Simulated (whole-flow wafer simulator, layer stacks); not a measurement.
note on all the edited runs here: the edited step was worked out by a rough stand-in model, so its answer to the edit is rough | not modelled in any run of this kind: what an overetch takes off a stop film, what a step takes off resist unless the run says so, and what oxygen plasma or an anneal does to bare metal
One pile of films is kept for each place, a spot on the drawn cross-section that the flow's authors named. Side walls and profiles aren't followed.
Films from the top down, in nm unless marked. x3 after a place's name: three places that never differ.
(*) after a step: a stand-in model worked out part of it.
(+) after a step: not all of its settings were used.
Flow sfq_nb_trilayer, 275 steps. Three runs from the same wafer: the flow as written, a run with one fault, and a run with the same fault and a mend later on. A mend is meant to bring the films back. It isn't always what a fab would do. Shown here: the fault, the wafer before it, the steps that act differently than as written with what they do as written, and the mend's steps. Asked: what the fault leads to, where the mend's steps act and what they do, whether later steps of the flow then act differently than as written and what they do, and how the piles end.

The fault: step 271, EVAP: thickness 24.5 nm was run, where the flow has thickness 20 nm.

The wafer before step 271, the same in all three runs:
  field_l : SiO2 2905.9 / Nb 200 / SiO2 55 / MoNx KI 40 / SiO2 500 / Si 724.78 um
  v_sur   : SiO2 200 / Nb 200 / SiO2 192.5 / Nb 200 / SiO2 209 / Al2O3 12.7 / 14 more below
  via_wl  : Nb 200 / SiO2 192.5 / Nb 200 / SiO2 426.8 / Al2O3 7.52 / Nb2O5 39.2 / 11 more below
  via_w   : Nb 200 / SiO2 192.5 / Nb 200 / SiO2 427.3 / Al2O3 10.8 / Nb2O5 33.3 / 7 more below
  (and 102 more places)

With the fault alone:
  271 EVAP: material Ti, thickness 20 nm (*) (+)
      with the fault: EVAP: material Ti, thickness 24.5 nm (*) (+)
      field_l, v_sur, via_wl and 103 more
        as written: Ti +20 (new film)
        with the fault: Ti +24.5 (new film)
  Later steps of the flow that act differently than as written:
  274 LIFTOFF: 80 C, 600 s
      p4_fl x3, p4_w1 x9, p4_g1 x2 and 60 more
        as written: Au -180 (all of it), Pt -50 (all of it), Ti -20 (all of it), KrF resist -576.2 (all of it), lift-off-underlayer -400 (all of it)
        with the fault: Au -180 (all of it), Pt -50 (all of it), Ti -24.5 (all of it), KrF resist -576.2 (all of it), lift-off-underlayer -400 (all of it)
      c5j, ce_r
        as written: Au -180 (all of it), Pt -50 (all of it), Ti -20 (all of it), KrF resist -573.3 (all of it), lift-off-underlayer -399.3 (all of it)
        with the fault: Au -180 (all of it), Pt -50 (all of it), Ti -24.5 (all of it), KrF resist -573.3 (all of it), lift-off-underlayer -399.3 (all of it)
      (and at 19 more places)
  At the end the piles differ from the flow's by more than 2% or 0.5 nm, whichever is larger, at field_l, v_sur, via_wl and 8 more.
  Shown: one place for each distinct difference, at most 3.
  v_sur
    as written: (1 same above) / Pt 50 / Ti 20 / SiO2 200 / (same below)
    with the fault: (1 same above) / Pt 50 / Ti 24.5 / SiO2 200 / (same below)
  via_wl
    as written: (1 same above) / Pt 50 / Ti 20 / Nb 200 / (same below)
    with the fault: (1 same above) / Pt 50 / Ti 24.5 / Nb 200 / (same below)
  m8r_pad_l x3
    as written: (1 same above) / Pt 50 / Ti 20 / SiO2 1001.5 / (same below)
    with the fault: (1 same above) / Pt 50 / Ti 24.5 / SiO2 1001.5 / (same below)

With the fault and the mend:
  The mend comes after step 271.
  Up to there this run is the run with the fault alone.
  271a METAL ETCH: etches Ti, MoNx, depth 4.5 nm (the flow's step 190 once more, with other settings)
      field_l, v_sur, via_wl and 103 more
        Ti -4.5
  No later step of the flow acts differently than as written at any place that is followed.
  At the end the piles are the same as the flow's at every place that both follow.
